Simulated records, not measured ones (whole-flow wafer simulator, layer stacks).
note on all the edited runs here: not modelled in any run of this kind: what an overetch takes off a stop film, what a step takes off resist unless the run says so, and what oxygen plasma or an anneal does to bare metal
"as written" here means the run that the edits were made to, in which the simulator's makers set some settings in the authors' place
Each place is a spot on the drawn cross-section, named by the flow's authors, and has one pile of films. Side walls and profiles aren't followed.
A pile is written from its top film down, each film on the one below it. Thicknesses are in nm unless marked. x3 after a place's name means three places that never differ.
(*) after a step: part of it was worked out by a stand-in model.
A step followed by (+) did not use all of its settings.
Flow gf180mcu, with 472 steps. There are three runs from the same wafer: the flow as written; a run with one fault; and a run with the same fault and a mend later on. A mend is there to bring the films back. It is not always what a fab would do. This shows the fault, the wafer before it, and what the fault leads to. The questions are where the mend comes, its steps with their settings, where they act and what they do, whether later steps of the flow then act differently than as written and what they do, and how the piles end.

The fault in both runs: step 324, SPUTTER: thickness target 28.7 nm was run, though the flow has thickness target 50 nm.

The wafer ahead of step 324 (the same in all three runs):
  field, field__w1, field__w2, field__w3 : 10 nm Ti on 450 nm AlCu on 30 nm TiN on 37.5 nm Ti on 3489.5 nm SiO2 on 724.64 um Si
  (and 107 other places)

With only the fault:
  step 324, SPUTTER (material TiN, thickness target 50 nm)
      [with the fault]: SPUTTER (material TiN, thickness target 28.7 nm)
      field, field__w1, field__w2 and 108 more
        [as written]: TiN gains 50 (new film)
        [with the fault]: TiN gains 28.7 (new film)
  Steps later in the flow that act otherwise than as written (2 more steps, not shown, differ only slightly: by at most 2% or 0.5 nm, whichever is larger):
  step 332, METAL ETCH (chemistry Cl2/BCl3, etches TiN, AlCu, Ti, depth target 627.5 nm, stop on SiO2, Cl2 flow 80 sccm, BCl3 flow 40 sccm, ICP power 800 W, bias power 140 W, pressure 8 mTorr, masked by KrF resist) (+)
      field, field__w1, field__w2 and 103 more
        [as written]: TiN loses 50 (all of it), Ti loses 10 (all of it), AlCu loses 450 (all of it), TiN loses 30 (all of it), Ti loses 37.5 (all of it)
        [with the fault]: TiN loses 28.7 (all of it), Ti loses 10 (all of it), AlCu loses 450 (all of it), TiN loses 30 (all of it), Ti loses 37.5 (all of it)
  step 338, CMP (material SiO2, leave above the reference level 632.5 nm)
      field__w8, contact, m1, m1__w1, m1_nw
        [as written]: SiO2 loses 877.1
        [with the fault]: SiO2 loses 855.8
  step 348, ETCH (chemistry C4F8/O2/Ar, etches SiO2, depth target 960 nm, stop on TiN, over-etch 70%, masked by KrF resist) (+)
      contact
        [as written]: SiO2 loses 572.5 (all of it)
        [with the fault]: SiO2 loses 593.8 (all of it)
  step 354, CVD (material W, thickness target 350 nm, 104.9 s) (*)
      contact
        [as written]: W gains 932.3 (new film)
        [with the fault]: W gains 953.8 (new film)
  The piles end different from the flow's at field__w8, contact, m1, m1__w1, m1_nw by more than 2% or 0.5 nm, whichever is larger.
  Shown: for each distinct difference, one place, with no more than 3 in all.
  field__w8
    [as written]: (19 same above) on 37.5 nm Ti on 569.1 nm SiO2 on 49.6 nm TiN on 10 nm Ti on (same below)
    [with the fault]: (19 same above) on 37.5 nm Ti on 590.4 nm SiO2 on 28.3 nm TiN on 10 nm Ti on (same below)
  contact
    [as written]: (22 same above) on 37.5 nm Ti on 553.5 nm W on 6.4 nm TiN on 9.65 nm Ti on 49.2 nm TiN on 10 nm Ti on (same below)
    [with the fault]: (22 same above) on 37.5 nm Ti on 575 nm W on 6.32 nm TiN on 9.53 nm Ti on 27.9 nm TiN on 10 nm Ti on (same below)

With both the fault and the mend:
  The mend stands after step 324.
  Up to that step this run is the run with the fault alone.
  step 324a, SPUTTER (material TiN, thickness target 21.3 nm) (a further turn of the flow's step 324, with different settings)
      field, field__w1, field__w2 and 108 more
        TiN gains 21.3
  Every later step of the flow that is run acts as written at every place that is followed.
  At every place that both follow, the piles at the end match the flow's.
